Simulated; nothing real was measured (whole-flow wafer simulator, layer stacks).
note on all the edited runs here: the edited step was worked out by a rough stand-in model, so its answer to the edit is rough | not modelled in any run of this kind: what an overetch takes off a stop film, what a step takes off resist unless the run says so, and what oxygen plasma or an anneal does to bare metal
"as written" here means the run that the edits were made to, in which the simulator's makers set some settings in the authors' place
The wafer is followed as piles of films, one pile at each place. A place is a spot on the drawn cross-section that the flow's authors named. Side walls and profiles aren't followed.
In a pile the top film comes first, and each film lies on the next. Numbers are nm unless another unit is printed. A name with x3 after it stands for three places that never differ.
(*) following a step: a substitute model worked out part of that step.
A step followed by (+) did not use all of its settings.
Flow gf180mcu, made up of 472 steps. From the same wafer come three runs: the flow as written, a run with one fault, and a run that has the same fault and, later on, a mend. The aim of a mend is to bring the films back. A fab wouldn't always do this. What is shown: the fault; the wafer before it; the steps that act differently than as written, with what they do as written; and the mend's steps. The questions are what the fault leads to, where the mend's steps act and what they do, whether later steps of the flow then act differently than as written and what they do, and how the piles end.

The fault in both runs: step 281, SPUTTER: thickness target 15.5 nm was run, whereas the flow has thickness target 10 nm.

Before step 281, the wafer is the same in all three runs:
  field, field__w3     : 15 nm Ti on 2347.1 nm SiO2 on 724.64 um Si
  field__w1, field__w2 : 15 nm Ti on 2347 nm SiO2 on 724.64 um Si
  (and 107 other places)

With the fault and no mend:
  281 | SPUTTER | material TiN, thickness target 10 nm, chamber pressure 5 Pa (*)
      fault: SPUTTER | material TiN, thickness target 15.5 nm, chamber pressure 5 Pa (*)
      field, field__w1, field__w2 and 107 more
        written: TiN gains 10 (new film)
        fault: TiN gains 15.5 (new film)
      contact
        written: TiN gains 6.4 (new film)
        fault: TiN gains 9.91 (new film)
  Steps later in the flow that act otherwise than as written (not shown: 1 more step that differs only slightly, by at most 2% or 0.5 nm, whichever is larger):
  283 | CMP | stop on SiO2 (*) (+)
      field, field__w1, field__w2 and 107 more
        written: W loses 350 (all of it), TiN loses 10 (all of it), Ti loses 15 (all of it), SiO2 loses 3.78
        fault: W loses 350 (all of it), TiN loses 15.5 (all of it), Ti loses 15 (all of it), SiO2 loses 3.84
  The piles end different from the flow's at contact by more than 2% or 0.5 nm, whichever is larger.
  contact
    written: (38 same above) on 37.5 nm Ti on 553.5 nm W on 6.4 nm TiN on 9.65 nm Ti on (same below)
    fault: (38 same above) on 37.5 nm Ti on 549.9 nm W on 9.91 nm TiN on 9.65 nm Ti on (same below)

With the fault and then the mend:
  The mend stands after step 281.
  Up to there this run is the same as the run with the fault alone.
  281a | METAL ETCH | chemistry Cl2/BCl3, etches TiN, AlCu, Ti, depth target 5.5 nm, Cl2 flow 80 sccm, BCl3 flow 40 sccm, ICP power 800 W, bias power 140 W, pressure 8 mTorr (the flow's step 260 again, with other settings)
      field, field__w1, field__w2 and 108 more
        TiN loses 5.5
  Every later step of the flow that is run acts as written, at every place that is followed, to within 2% or 0.5 nm, whichever is larger.
  The piles end different from the flow's at contact by more than 2% or 0.5 nm, whichever is larger.
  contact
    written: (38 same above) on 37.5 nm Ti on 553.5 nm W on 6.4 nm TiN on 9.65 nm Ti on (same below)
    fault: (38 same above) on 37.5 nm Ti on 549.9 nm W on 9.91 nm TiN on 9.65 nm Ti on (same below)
    mend: (38 same above) on 37.5 nm Ti on 555.5 nm W on 4.41 nm TiN on 9.65 nm Ti on (same below)
